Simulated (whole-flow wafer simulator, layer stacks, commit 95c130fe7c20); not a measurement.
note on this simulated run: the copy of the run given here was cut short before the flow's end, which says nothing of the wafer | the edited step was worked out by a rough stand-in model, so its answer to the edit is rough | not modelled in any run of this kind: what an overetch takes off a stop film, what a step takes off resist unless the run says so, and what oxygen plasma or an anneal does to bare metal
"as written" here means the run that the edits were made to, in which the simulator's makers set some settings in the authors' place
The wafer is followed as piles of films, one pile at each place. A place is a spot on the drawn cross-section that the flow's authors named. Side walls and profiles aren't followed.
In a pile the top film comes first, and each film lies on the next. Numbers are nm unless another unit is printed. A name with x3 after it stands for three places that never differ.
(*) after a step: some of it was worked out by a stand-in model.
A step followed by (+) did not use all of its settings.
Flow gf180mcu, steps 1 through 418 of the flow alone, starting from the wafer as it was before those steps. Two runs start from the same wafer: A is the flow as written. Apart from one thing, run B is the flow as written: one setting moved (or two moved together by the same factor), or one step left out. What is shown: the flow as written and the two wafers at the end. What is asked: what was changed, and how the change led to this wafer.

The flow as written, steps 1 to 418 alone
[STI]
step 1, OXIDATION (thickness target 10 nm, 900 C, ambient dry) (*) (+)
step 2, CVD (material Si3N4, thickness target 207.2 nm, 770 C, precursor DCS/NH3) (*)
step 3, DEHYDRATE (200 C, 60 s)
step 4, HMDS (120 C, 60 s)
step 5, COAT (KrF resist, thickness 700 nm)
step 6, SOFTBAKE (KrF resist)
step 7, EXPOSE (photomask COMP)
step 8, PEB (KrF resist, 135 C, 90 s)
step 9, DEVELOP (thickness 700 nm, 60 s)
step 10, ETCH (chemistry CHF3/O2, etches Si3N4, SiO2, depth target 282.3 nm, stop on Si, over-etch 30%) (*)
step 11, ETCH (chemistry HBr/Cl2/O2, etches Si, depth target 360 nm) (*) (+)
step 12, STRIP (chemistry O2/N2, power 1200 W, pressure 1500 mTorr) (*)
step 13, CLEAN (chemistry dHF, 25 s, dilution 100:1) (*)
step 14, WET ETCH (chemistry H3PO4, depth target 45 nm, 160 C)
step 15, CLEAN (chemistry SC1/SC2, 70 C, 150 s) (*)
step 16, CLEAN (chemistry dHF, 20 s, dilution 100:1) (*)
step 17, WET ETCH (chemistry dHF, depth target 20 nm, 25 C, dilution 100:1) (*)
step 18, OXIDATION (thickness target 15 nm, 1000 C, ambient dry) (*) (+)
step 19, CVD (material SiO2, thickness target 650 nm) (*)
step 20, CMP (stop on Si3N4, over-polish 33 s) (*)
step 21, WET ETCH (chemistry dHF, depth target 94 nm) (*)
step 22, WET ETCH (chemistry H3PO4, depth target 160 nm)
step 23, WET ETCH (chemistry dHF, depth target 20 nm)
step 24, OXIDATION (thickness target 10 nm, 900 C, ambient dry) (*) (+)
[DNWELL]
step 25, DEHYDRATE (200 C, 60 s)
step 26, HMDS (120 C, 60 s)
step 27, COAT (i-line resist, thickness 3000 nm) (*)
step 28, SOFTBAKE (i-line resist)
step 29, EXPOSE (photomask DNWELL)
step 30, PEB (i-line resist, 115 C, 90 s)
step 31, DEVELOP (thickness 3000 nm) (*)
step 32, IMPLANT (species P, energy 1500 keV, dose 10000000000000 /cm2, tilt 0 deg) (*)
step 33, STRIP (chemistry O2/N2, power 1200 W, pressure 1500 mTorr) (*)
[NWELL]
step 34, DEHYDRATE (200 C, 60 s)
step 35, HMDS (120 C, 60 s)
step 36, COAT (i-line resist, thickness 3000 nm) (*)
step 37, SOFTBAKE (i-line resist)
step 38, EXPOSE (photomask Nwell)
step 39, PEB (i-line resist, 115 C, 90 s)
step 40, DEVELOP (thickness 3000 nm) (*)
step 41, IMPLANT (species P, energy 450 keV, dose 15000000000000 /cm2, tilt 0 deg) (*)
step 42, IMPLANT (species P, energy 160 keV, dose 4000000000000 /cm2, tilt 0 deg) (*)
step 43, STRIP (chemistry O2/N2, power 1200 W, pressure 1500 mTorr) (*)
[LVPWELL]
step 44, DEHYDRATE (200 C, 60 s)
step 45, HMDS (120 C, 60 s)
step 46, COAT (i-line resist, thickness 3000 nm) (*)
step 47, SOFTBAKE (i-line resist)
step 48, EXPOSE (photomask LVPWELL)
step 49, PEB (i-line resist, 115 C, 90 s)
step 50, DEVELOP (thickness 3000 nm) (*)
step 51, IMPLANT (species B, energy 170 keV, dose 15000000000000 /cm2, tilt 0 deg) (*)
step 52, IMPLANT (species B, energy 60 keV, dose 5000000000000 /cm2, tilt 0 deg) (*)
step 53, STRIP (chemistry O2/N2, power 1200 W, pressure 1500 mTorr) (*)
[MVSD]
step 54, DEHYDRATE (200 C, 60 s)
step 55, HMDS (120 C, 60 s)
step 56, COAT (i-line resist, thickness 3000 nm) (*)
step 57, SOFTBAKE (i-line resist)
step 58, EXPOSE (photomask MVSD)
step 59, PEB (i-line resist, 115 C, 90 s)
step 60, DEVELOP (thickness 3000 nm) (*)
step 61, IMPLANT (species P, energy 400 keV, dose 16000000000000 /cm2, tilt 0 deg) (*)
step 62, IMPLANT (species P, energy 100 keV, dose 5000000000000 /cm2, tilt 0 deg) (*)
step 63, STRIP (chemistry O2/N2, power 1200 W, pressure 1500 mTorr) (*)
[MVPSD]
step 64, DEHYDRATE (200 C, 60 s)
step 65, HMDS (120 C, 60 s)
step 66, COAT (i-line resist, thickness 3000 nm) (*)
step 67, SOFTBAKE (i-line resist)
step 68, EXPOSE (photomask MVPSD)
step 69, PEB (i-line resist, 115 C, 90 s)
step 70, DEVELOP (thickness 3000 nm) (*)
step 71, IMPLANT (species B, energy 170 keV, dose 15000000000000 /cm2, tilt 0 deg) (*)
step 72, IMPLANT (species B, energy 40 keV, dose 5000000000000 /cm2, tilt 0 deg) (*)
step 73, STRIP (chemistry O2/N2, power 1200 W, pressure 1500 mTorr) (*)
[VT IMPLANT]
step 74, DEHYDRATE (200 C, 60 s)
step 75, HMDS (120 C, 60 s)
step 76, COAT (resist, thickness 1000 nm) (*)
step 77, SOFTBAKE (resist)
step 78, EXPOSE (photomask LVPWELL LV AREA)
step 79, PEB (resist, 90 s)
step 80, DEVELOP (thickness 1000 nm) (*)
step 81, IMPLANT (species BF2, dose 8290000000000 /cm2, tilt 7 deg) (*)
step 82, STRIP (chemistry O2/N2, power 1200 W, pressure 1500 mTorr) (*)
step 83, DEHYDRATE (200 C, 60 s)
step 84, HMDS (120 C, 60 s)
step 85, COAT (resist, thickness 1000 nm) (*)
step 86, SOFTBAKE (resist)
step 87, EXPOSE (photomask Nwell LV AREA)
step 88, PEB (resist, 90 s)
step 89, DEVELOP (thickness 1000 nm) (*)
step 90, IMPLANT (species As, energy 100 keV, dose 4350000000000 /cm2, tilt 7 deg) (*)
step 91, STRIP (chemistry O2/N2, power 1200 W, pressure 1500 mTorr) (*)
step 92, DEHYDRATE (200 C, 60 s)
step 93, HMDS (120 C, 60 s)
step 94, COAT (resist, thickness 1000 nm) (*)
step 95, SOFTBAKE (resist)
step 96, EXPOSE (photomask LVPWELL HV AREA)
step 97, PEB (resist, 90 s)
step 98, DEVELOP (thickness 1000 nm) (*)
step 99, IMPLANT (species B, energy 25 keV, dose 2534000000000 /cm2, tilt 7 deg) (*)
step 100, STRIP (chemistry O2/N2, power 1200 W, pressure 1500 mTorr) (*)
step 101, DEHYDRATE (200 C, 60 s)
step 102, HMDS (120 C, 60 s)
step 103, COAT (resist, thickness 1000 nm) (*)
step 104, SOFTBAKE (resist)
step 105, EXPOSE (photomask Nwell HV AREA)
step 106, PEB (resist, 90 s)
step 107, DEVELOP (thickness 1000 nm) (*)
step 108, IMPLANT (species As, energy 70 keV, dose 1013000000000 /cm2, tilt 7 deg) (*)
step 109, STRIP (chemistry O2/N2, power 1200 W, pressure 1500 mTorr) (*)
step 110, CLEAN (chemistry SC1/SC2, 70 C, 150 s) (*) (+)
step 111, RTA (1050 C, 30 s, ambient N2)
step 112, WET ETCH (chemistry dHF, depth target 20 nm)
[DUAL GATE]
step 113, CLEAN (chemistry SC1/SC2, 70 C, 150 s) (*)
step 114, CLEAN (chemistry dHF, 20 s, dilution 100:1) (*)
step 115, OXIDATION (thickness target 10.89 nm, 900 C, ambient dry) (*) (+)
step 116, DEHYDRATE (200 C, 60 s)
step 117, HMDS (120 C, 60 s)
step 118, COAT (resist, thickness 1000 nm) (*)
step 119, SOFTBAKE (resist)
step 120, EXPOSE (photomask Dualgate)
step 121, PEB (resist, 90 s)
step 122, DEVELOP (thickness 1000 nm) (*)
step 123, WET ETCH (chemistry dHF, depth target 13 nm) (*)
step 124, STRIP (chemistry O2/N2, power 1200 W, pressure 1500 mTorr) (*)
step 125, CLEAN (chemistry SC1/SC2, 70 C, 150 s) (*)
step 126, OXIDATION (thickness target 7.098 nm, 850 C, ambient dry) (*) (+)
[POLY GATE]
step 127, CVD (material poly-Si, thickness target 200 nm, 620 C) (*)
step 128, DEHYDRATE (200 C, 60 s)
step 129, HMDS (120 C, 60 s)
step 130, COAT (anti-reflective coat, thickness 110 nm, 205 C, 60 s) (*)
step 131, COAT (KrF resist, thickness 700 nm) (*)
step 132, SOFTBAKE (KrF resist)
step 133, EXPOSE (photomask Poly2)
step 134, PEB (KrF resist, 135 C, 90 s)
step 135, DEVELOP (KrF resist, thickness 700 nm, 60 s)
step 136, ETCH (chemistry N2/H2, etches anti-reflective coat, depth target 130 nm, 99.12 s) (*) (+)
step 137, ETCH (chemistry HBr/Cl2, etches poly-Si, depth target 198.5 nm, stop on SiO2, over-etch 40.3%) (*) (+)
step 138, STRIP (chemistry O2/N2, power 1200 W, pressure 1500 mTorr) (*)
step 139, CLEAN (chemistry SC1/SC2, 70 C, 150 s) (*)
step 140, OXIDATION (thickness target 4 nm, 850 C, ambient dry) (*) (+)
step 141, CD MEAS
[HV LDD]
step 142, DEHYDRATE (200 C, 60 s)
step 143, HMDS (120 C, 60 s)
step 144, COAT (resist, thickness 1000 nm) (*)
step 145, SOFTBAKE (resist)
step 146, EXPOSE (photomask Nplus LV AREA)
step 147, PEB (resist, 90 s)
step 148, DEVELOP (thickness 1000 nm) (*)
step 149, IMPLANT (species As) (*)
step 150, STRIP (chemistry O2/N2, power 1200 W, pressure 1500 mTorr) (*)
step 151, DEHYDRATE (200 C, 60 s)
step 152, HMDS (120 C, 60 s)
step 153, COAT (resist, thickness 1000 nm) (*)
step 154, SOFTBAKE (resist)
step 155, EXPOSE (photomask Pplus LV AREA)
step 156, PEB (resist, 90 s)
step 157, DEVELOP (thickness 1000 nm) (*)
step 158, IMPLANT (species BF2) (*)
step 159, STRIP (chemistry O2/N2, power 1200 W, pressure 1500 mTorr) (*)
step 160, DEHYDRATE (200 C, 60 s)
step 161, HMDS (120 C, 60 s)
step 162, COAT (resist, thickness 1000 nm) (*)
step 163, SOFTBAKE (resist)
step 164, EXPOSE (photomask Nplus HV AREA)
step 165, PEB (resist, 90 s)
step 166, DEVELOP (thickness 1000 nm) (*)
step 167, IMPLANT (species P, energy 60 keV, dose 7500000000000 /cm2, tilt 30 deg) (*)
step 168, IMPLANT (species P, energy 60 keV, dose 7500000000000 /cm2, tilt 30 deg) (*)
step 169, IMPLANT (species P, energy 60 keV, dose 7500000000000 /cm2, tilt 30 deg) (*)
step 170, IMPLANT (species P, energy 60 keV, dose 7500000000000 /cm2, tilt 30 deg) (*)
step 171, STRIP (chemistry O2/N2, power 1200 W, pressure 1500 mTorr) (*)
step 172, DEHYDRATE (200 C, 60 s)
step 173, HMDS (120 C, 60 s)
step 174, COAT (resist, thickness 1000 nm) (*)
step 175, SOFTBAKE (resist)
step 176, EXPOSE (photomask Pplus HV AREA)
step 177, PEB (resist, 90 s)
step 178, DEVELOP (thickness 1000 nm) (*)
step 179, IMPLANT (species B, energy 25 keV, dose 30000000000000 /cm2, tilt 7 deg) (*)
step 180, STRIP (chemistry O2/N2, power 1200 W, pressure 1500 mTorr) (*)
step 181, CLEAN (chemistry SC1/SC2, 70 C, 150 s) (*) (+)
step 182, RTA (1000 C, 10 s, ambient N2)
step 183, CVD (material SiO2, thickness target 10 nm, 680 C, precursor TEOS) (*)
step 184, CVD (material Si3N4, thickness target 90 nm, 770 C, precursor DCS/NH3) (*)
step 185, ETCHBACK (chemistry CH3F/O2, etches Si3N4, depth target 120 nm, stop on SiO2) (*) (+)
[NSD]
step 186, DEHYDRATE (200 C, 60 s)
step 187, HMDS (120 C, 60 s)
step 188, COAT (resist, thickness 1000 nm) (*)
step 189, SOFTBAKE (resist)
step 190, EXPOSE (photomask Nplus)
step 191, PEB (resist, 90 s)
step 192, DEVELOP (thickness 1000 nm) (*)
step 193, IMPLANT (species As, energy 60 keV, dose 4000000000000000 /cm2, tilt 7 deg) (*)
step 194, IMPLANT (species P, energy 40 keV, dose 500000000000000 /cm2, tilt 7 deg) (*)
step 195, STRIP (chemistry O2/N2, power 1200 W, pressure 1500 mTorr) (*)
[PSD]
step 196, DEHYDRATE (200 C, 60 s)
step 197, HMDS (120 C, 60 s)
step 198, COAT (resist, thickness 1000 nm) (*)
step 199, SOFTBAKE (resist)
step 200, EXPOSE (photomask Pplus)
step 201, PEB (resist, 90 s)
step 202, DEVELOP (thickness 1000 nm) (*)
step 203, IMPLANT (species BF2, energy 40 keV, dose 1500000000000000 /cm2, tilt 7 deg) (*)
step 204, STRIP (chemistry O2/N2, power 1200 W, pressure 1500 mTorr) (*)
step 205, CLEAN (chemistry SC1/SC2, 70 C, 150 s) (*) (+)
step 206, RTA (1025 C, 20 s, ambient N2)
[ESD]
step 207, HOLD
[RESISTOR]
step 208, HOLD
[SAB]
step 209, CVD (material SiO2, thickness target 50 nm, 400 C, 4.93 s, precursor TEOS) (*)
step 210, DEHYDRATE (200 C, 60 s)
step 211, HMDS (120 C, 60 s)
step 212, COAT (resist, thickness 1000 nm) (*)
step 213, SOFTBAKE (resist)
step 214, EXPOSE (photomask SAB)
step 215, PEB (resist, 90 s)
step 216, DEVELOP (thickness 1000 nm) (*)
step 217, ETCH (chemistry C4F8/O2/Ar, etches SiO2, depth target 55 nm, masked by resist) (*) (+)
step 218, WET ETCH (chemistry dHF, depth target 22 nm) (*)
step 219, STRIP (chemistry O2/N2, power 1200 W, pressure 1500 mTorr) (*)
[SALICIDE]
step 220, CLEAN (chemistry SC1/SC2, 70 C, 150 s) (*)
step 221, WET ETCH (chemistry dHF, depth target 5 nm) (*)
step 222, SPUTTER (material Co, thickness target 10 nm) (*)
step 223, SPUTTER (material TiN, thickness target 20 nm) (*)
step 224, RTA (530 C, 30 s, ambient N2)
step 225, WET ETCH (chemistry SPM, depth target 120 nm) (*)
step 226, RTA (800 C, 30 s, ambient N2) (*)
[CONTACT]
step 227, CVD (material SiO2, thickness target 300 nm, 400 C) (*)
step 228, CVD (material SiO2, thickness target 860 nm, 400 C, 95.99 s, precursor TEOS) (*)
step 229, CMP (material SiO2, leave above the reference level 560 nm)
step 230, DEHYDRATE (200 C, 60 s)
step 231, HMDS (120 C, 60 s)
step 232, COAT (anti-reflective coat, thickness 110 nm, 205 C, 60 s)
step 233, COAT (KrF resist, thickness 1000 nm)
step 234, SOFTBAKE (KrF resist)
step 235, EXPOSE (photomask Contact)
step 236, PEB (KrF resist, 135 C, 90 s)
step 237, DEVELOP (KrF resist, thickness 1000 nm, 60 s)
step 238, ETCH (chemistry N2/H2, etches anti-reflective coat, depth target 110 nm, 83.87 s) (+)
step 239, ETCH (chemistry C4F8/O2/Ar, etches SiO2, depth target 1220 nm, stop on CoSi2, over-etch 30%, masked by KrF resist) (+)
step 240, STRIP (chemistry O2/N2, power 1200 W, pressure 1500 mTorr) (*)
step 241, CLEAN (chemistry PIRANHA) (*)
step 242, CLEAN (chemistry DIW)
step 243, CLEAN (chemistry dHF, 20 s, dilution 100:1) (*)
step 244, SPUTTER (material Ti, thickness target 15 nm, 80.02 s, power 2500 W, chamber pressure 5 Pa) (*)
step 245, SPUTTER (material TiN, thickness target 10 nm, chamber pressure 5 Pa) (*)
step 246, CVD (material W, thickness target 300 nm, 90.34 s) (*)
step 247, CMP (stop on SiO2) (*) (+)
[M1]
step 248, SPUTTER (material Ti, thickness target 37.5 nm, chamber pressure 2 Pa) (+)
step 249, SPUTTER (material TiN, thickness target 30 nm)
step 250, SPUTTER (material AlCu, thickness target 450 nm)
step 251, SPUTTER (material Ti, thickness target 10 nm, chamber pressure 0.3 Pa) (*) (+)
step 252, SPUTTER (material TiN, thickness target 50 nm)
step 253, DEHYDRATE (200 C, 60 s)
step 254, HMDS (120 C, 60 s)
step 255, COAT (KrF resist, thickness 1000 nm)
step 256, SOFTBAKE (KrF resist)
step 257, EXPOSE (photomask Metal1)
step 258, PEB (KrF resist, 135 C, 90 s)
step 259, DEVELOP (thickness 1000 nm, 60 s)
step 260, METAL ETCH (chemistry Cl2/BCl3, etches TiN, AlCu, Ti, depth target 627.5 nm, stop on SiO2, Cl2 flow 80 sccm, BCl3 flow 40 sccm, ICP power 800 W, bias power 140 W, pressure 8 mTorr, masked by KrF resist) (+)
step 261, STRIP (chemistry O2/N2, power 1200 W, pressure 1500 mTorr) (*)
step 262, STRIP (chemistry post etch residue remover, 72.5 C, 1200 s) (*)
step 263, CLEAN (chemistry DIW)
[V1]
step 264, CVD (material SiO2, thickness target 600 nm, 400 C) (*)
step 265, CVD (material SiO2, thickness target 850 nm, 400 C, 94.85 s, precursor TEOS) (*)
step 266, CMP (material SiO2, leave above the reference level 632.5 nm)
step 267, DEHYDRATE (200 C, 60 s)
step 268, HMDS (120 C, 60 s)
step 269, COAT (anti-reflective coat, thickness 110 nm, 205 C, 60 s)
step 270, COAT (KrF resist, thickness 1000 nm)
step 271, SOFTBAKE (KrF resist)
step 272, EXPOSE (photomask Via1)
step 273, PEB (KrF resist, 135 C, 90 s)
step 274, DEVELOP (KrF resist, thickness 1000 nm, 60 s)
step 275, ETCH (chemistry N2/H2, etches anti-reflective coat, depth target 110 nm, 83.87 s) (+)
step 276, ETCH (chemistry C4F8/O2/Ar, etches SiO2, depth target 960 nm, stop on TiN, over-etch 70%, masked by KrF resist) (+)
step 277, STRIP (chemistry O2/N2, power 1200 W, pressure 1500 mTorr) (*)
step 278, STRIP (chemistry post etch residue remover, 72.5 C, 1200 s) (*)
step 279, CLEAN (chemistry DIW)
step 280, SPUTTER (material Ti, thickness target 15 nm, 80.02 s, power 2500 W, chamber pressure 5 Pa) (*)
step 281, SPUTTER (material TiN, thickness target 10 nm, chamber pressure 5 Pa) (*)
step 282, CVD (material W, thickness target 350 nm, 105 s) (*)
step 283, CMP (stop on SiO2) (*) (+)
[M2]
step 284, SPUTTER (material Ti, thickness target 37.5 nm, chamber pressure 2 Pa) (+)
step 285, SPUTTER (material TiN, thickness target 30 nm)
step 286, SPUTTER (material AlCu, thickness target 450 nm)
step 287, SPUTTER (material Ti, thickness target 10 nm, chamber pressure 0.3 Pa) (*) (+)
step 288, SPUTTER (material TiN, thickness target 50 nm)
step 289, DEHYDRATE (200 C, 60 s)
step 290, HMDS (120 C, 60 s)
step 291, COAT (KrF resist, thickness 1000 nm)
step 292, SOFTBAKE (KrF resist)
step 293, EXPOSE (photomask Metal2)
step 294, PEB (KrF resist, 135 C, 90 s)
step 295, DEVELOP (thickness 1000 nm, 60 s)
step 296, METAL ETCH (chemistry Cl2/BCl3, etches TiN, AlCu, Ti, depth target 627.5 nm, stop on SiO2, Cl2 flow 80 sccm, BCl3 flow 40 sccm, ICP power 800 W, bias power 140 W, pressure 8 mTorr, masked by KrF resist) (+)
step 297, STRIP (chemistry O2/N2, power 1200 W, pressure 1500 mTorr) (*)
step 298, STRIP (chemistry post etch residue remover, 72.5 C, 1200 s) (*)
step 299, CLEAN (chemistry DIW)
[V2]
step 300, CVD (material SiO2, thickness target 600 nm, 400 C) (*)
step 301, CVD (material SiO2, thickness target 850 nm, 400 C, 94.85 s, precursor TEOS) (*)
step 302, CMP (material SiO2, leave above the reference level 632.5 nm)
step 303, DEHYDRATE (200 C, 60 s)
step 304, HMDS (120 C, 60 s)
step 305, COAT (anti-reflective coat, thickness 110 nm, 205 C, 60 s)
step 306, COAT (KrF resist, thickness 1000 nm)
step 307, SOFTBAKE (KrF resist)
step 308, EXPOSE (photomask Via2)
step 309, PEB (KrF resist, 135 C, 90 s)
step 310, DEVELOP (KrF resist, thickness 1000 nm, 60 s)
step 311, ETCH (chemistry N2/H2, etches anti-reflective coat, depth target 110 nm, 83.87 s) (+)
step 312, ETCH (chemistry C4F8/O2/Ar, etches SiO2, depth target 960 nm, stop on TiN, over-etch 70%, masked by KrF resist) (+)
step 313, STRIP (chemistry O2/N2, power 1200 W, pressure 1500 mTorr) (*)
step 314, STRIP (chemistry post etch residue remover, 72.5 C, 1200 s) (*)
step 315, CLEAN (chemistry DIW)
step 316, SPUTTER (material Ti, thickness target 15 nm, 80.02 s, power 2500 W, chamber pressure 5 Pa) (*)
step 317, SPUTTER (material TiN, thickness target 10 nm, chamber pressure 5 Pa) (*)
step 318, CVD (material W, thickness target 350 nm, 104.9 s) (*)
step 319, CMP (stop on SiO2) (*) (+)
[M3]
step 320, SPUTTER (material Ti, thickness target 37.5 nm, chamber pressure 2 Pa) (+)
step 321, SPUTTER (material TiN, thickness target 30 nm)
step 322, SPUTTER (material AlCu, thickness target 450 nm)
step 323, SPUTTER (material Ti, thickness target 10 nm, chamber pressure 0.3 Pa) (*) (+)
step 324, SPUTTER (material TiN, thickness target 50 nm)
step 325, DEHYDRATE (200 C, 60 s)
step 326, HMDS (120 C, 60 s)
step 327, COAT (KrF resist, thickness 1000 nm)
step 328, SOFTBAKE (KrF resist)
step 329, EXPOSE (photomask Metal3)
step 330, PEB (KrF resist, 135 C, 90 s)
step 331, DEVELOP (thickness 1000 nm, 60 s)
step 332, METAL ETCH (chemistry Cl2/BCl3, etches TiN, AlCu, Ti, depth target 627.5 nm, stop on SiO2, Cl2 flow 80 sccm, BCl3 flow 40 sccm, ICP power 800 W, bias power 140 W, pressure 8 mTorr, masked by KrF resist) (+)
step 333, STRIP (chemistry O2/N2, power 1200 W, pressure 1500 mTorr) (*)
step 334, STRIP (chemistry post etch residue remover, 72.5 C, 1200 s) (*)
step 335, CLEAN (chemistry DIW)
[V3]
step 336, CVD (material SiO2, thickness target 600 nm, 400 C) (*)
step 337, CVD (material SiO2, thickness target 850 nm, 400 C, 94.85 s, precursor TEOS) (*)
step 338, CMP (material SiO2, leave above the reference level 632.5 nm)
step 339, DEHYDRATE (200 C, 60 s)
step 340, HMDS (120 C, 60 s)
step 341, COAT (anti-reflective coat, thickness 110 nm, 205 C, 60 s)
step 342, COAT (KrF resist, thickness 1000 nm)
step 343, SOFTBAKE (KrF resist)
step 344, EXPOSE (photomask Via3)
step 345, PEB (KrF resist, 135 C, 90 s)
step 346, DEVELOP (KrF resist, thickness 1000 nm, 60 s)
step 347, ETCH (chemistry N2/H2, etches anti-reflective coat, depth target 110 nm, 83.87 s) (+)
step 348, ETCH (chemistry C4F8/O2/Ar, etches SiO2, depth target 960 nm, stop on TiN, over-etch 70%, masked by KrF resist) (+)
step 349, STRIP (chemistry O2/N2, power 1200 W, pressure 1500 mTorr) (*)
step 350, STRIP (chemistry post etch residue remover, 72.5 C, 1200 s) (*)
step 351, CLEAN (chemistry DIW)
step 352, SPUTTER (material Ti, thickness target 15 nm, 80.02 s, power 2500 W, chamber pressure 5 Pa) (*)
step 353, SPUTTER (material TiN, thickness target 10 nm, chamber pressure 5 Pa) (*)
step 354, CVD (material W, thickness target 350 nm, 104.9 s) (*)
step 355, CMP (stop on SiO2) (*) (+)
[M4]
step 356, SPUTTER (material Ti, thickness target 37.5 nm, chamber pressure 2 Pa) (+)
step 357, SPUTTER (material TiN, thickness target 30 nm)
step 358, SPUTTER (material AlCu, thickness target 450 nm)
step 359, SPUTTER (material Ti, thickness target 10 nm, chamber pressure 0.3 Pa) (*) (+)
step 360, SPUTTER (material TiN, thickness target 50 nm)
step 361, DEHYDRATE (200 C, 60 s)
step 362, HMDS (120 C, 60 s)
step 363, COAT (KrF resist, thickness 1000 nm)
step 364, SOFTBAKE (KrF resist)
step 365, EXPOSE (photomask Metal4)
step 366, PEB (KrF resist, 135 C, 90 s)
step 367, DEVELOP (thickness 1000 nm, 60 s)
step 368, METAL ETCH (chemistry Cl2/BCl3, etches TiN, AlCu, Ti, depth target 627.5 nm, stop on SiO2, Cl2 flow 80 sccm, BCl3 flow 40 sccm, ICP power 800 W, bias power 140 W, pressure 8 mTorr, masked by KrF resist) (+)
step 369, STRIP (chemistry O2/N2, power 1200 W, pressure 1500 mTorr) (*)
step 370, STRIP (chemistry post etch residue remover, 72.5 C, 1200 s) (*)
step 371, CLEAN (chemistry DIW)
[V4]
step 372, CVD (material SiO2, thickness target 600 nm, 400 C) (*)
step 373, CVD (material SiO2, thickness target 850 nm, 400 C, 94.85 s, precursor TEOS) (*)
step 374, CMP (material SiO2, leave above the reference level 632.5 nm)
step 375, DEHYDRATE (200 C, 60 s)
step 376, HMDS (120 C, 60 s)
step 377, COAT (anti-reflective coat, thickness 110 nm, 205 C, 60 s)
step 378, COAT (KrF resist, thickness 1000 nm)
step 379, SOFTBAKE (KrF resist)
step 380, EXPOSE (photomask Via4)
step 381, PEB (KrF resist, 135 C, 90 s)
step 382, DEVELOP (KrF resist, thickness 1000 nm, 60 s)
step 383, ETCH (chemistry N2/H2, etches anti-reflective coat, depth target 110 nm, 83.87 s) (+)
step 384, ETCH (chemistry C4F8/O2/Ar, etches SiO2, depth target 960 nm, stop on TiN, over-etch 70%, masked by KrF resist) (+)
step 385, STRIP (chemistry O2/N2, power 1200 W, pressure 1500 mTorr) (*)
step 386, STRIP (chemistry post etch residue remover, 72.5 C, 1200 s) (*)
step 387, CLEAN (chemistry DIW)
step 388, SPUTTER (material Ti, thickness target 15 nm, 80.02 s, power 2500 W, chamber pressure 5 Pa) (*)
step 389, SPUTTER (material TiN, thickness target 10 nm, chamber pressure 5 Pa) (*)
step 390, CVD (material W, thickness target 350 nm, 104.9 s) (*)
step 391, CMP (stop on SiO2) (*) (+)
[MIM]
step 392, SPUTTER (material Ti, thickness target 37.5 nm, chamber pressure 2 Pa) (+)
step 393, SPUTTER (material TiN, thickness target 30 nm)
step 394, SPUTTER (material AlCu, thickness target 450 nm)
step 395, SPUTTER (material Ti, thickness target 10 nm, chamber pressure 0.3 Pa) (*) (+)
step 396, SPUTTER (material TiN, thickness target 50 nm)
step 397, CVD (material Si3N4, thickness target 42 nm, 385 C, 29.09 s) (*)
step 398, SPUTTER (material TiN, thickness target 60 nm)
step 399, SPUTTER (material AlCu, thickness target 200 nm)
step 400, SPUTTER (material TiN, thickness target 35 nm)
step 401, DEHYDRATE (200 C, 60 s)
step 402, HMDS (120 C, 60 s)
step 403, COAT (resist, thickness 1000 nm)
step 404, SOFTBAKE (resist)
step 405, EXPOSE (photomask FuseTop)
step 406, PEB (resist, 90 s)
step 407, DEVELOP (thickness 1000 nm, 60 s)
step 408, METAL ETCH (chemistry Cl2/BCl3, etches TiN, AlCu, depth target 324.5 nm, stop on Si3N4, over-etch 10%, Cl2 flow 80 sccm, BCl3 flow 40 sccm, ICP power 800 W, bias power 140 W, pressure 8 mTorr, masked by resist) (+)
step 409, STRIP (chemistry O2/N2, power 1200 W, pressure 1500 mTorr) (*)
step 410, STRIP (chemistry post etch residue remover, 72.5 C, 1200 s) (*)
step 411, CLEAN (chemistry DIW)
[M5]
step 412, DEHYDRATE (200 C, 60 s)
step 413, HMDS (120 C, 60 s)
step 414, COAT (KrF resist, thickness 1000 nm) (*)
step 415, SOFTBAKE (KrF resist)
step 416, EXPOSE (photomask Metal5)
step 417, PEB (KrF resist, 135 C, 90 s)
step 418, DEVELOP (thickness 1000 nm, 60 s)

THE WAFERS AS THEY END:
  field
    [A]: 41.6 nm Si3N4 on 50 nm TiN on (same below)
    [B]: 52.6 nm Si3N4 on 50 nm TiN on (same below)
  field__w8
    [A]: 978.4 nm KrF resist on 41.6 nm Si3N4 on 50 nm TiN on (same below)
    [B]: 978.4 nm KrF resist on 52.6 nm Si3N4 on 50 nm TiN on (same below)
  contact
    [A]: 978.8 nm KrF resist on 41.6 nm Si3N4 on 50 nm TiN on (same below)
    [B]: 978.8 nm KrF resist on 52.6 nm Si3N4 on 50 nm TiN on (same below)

Cause: step 397, CVD: 36.72 s was run, though the flow has 29.09 s.

How this came from the change, step by step:
  step 397, CVD (material Si3N4, thickness target 42 nm, 385 C, 29.09 s) (*)
      field, field__w1, field__w2 and 108 more: A +42 Si3N4 (new film) | B +53 Si3N4 (new film)
